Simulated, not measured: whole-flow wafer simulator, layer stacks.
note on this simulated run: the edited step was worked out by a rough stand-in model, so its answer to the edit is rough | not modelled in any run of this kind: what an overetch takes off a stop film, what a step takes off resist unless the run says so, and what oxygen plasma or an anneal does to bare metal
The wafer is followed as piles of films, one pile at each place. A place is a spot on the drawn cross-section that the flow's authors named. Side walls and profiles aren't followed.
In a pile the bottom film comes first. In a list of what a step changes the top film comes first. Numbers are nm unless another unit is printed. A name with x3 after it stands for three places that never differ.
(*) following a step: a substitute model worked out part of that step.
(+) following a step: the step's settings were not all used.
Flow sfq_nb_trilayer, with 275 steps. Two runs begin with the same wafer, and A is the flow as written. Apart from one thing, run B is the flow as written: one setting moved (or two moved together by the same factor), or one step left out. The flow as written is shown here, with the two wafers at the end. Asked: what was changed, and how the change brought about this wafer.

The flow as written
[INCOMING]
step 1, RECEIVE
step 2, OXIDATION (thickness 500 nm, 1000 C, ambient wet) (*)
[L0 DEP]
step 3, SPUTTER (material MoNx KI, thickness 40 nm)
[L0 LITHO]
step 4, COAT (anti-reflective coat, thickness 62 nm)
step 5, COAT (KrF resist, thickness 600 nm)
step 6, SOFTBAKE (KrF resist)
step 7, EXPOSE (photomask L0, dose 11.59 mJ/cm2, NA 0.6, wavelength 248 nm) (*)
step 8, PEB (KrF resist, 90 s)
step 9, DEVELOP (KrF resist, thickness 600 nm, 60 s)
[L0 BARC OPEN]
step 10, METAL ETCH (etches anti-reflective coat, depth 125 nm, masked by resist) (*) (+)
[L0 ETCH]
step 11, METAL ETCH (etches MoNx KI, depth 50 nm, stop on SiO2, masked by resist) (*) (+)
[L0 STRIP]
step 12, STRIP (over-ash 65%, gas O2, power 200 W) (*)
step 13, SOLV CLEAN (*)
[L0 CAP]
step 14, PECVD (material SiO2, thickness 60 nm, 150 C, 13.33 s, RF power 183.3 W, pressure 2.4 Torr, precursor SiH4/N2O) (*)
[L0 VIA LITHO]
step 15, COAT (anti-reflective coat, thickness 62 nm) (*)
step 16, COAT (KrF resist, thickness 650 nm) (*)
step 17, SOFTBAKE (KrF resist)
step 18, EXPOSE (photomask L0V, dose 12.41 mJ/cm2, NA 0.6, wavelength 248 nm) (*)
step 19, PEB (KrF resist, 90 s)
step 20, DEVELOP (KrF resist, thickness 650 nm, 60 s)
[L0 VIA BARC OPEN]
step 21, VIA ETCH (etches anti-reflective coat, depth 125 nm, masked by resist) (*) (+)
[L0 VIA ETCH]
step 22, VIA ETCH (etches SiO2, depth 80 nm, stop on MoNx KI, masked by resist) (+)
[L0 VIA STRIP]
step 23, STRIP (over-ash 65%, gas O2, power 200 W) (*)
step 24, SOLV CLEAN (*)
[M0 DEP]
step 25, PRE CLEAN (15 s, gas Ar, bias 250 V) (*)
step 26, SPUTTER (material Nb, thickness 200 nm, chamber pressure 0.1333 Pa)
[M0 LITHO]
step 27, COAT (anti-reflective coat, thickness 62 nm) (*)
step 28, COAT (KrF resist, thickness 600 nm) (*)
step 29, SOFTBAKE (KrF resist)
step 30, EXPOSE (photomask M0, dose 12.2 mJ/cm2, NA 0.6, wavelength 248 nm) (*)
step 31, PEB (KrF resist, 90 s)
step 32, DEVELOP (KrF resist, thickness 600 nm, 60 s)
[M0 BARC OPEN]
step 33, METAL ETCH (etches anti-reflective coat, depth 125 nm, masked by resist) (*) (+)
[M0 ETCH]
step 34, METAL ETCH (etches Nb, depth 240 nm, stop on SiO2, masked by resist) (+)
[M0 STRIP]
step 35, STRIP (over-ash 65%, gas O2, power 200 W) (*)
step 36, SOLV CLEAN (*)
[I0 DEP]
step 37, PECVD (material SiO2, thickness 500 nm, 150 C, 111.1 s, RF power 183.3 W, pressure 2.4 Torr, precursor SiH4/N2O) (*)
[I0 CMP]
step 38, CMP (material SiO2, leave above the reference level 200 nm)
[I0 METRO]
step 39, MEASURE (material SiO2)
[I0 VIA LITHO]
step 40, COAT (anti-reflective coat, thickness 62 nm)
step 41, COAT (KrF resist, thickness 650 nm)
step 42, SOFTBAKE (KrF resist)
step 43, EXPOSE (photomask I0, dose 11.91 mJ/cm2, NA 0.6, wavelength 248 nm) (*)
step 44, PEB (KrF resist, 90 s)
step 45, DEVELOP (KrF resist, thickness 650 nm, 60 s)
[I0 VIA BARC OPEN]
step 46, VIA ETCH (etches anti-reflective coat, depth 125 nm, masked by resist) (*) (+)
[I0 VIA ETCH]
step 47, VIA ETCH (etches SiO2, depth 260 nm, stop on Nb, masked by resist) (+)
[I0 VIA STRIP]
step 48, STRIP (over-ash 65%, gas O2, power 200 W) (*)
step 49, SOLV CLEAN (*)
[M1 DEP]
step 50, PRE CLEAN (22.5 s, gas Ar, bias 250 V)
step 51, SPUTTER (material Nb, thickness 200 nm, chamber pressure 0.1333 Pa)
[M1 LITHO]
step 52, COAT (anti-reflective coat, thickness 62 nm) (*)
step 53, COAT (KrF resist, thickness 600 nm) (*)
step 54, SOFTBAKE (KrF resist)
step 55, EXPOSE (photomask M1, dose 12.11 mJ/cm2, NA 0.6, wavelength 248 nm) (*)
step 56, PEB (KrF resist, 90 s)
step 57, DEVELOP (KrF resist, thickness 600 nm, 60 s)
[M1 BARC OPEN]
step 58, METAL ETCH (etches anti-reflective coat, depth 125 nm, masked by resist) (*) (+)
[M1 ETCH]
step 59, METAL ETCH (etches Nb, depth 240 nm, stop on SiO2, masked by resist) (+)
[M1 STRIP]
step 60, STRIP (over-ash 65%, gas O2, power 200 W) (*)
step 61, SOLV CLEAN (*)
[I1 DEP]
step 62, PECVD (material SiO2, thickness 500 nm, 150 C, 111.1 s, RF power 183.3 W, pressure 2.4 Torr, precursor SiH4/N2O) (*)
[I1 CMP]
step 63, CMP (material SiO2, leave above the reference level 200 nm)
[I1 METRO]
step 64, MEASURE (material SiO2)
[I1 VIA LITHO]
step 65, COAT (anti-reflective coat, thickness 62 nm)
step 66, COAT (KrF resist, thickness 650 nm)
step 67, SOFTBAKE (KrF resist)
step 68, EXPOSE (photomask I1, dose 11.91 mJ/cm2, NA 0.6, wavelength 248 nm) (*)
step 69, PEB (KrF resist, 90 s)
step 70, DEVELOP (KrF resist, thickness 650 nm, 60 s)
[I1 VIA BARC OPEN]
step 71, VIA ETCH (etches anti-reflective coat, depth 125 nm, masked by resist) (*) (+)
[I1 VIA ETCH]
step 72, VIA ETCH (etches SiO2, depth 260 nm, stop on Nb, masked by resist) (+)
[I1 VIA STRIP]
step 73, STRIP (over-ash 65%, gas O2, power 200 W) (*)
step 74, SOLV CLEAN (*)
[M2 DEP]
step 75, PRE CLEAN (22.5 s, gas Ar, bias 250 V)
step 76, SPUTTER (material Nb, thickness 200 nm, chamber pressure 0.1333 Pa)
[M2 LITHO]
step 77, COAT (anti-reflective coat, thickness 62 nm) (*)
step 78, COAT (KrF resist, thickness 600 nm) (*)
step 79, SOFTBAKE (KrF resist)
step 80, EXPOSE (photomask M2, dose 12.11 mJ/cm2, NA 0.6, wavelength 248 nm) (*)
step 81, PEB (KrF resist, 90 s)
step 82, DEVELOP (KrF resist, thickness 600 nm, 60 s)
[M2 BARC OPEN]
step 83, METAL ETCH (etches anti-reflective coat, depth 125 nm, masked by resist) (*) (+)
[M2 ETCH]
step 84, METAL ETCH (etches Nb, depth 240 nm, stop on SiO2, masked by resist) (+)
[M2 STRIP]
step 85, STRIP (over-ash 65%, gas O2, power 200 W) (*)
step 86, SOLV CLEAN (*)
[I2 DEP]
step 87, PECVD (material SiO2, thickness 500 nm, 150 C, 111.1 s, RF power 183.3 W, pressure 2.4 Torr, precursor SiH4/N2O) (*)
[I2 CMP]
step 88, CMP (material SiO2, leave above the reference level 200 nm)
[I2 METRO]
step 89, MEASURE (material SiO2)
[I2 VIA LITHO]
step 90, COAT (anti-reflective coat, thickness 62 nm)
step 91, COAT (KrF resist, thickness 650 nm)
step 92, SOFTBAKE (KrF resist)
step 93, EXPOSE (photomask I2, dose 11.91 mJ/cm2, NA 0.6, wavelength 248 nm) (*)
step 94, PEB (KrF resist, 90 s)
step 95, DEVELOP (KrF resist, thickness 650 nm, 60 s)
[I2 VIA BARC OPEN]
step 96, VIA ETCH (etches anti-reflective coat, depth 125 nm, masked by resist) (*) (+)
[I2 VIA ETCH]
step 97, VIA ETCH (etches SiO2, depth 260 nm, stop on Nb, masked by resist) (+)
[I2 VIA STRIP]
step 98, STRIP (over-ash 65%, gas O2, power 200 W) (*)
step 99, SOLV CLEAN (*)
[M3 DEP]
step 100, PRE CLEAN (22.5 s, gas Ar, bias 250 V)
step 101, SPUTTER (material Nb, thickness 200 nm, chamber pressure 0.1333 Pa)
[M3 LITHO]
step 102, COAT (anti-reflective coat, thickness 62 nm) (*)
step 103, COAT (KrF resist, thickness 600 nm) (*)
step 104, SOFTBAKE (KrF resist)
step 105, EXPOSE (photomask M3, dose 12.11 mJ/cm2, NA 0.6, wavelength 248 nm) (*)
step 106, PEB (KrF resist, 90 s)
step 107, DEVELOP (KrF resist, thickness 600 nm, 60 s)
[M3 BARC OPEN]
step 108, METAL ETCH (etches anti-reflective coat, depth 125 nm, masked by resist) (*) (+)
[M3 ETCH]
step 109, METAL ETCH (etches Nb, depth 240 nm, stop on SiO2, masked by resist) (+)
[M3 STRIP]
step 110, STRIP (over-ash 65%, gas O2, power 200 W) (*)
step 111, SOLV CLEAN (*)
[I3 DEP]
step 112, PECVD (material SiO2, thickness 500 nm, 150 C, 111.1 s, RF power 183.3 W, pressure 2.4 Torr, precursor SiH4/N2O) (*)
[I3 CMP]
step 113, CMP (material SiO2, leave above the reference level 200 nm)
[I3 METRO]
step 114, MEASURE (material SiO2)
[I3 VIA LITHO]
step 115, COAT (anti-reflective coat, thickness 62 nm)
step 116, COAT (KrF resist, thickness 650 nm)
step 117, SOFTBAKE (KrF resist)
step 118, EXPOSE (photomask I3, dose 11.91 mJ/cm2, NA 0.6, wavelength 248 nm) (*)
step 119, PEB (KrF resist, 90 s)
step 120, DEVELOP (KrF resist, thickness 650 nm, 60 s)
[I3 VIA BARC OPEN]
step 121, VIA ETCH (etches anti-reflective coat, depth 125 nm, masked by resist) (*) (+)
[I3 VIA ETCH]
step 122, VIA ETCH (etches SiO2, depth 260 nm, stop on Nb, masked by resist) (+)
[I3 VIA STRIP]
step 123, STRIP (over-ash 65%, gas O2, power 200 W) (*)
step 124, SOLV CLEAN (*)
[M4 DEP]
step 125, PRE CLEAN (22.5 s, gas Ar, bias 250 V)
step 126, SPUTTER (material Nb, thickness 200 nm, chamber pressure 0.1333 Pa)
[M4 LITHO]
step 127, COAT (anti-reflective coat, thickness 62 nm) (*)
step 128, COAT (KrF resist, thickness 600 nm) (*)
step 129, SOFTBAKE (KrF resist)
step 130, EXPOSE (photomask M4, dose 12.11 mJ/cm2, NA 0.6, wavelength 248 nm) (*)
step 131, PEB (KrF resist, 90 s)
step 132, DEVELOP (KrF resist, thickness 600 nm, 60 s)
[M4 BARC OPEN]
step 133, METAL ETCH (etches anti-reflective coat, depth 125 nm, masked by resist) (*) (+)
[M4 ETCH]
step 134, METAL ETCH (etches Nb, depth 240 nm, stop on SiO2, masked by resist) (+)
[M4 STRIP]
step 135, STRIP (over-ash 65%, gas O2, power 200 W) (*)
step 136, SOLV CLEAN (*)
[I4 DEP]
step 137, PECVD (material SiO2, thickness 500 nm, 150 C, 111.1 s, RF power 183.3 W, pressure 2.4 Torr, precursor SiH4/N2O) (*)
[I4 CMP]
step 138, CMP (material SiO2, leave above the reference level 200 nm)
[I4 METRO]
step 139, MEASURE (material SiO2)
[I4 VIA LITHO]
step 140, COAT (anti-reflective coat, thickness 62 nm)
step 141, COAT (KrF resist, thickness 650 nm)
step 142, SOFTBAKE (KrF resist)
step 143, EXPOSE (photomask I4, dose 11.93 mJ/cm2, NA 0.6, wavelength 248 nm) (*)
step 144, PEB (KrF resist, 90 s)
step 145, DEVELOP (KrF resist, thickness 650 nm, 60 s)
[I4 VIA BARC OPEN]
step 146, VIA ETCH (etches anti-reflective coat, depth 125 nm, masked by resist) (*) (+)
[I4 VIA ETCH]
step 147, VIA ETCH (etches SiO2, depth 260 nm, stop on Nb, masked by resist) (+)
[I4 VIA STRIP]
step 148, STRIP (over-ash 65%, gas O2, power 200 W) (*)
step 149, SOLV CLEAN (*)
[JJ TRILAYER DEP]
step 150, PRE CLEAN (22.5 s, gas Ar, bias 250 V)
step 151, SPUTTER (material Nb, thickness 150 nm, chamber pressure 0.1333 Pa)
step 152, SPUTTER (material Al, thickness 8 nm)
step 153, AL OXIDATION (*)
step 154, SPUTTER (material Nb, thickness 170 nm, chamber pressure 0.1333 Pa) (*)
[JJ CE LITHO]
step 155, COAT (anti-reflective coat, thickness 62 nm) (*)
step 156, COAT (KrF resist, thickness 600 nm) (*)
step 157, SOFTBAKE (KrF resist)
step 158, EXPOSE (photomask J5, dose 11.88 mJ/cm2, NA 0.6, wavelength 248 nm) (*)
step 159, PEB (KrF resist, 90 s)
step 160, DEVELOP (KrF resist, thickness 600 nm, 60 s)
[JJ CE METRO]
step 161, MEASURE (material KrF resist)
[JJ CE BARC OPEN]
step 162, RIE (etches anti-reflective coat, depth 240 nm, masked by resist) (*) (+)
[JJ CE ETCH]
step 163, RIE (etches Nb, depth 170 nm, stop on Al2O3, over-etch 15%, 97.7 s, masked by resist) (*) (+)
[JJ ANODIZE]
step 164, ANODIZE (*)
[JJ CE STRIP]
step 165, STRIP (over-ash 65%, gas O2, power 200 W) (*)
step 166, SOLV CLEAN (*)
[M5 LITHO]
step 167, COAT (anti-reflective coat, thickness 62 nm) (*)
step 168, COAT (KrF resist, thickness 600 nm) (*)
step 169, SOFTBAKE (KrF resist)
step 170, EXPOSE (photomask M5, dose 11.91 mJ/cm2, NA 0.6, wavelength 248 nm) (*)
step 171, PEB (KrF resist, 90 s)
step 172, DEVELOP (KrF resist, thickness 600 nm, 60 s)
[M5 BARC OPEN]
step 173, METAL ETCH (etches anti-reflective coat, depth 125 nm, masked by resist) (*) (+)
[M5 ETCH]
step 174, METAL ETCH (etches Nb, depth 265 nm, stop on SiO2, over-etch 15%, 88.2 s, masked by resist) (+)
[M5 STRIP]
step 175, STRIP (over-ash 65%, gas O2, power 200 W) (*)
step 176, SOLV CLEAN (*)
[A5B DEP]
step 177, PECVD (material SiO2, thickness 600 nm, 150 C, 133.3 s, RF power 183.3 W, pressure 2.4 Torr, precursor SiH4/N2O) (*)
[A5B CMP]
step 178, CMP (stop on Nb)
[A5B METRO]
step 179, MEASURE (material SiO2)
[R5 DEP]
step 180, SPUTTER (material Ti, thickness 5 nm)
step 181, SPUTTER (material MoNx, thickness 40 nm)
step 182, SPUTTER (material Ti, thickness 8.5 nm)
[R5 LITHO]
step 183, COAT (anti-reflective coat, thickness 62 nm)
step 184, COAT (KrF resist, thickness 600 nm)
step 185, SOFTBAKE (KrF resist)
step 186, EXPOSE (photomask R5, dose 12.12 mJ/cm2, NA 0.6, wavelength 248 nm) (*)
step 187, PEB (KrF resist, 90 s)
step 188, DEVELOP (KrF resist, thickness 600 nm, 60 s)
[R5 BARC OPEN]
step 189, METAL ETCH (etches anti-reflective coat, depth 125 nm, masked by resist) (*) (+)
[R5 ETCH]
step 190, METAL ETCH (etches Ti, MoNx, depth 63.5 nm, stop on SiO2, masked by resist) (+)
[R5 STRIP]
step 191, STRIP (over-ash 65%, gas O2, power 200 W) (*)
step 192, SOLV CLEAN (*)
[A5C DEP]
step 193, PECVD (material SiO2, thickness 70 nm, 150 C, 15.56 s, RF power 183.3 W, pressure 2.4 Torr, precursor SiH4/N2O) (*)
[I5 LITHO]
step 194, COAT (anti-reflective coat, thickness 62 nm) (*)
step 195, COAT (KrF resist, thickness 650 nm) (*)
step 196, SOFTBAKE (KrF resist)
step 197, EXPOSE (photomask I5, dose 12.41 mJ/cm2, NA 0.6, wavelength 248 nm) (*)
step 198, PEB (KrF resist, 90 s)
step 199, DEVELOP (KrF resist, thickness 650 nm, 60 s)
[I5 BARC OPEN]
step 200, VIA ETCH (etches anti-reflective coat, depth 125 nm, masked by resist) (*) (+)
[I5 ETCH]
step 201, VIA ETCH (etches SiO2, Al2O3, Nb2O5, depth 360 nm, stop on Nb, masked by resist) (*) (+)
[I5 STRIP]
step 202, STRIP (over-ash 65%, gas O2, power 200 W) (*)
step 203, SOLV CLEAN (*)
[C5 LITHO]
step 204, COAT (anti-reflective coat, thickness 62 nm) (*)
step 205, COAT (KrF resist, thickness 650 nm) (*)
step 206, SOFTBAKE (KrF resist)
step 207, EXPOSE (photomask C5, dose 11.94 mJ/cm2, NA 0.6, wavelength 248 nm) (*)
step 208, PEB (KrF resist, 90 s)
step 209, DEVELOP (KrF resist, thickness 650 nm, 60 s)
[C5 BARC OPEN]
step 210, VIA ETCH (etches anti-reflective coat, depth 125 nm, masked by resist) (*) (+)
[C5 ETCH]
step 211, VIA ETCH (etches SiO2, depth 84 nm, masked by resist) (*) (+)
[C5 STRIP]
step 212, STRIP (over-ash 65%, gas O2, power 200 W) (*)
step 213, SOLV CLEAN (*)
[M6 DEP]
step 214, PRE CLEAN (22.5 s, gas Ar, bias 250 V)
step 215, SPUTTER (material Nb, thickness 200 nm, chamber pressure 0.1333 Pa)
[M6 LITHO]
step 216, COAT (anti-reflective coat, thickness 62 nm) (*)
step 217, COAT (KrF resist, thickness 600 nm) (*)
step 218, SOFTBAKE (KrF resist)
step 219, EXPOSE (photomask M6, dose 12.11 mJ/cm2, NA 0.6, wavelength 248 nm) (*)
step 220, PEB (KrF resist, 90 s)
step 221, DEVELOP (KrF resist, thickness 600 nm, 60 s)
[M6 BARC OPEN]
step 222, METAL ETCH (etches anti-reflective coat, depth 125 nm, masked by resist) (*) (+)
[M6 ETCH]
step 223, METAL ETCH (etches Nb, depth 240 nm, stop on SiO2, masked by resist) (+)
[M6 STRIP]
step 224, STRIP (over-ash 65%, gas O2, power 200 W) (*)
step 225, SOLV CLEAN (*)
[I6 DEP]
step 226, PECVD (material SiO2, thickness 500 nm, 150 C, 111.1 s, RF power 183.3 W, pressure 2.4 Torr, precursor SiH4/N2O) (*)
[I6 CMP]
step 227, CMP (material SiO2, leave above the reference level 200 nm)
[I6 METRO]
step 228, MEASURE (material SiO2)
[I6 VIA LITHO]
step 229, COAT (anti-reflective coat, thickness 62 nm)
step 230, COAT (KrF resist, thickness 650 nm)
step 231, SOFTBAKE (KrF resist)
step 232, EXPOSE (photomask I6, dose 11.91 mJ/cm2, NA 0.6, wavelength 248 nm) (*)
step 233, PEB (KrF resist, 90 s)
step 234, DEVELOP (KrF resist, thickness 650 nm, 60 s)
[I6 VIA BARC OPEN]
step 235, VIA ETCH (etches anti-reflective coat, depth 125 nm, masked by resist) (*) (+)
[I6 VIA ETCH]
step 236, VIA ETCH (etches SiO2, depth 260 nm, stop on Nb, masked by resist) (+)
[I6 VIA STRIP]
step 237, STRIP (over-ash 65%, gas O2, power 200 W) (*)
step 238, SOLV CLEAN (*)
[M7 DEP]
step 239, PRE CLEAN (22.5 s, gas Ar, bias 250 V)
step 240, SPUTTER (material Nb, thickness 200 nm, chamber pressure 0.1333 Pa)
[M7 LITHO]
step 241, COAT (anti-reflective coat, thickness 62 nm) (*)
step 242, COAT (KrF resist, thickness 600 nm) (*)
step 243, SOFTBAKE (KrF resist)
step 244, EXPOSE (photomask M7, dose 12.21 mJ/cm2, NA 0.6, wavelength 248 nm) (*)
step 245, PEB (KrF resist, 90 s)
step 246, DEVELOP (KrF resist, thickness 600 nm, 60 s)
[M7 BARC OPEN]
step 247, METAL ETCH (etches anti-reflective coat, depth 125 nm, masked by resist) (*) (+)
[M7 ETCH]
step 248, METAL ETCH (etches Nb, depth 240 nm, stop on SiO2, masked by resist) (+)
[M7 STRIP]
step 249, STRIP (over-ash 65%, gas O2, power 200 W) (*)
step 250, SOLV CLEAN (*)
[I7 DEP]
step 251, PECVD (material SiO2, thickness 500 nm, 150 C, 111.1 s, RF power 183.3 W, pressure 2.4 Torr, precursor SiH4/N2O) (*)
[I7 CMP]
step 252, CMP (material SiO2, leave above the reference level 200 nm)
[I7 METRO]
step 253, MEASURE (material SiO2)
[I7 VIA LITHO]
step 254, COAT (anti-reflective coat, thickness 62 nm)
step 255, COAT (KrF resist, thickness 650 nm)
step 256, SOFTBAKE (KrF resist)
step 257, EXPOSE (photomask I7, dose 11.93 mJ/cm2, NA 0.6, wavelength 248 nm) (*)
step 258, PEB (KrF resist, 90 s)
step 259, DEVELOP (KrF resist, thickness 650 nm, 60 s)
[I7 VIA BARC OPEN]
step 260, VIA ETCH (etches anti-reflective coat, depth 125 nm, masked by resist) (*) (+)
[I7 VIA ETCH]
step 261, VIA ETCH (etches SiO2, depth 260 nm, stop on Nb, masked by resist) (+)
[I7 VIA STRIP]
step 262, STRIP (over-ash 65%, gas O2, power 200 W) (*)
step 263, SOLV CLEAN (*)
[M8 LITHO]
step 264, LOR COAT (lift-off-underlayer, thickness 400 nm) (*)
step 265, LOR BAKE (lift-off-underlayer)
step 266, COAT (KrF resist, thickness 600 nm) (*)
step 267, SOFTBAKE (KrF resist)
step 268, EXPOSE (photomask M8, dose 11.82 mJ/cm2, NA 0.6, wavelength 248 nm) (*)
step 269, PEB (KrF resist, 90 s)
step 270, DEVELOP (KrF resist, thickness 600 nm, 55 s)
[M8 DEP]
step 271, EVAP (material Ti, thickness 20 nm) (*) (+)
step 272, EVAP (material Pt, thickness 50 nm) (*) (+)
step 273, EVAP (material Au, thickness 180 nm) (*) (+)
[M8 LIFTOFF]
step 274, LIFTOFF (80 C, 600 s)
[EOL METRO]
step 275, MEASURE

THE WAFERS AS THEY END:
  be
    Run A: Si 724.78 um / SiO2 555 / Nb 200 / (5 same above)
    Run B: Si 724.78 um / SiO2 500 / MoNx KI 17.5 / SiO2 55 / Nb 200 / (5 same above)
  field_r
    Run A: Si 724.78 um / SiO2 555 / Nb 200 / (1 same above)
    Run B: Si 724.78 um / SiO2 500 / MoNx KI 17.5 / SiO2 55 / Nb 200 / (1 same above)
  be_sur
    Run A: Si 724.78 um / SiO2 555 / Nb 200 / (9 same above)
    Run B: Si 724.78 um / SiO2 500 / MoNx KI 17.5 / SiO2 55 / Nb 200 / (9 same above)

What caused this: step 11, METAL ETCH: depth 22.5 nm was run, though the flow has depth 50 nm.

The path from the change to this, step by step:
  step 11, METAL ETCH (etches MoNx KI, depth 50 nm, stop on SiO2, masked by resist) (*) (+)
      v_sur, via_wl, via_w and 97 more: A -40 MoNx KI (all of it) | B -22.5 MoNx KI
      field_l, l0_sur, l0v, l0r_line_l, l0r_line_c, l0r_line_r: A -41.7 KrF resist | B -18.8 KrF resist
  step 12, STRIP (over-ash 65%, gas O2, power 200 W) (*)
      field_l, l0_sur, l0v, l0r_line_l, l0r_line_c, l0r_line_r: A -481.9 KrF resist (all of it), -62 anti-reflective coat (all of it) | B -504.8 KrF resist (all of it), -62 anti-reflective coat (all of it)
  step 14, PECVD (material SiO2, thickness 60 nm, 150 C, 13.33 s, RF power 183.3 W, pressure 2.4 Torr, precursor SiH4/N2O) (*)
      v_sur, via_wl, via_w and 97 more: A +60 SiO2 | B +60 SiO2 (new film)
  step 15, COAT (anti-reflective coat, thickness 62 nm) (*)
      field_l: A +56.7 anti-reflective coat (new film) | B +58.8 anti-reflective coat (new film)
      v_sur: A +72.2 anti-reflective coat (new film) | B +67.7 anti-reflective coat (new film)
      (and at 3 other places as well)
  step 23, STRIP (over-ash 65%, gas O2, power 200 W) (*)
      field_l: A -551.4 KrF resist (all of it), -56.7 anti-reflective coat (all of it) | B -555.1 KrF resist (all of it), -58.8 anti-reflective coat (all of it)
      v_sur: A -570.5 KrF resist (all of it), -72.2 anti-reflective coat (all of it) | B -565.6 KrF resist (all of it), -67.7 anti-reflective coat (all of it)
      (and at 3 other places as well)
  step 27, COAT (anti-reflective coat, thickness 62 nm) (*)
      field_l: A +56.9 anti-reflective coat (new film) | B +58.9 anti-reflective coat (new film)
      v_sur: A +72.3 anti-reflective coat (new film) | B +67.8 anti-reflective coat (new film)
      (and at 3 other places as well)
  step 35, STRIP (over-ash 65%, gas O2, power 200 W) (*)
      field_l: A -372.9 KrF resist (all of it), -56.9 anti-reflective coat (all of it) | B -377 KrF resist (all of it), -58.9 anti-reflective coat (all of it)
      v_sur: A -391.6 KrF resist (all of it), -72.3 anti-reflective coat (all of it) | B -387.5 KrF resist (all of it), -67.8 anti-reflective coat (all of it)
      (and at 3 other places as well)
  step 38, CMP (material SiO2, leave above the reference level 200 nm)
      field_l, l0_sur, l0r_line_l, l0r_line_c, l0r_line_r: A -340 SiO2 | B -322.5 SiO2
      l0v: A -277.8 SiO2 | B -260.3 SiO2
If metal films that touch count as one body, be has 4 bodies (between them, from the top down: SiO2 503.2; SiO2 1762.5; SiO2 55); the flow as written gives 3 bodies (between them, from the top down: SiO2 503.2; SiO2 1762.5).
If metal films that touch count as one body, field_r has 2 bodies (between them, from the top down: SiO2 55); the flow as written gives 1 body.
If metal films that touch count as one body, be_sur has 5 bodies (between them, from the top down: SiO2 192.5; SiO2 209 / Al2O3 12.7 / Nb2O5 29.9; SiO2 1762.5; SiO2 55); the flow as written gives 4 bodies (between them, from the top down: SiO2 192.5; SiO2 209 / Al2O3 12.7 / Nb2O5 29.9; SiO2 1762.5).
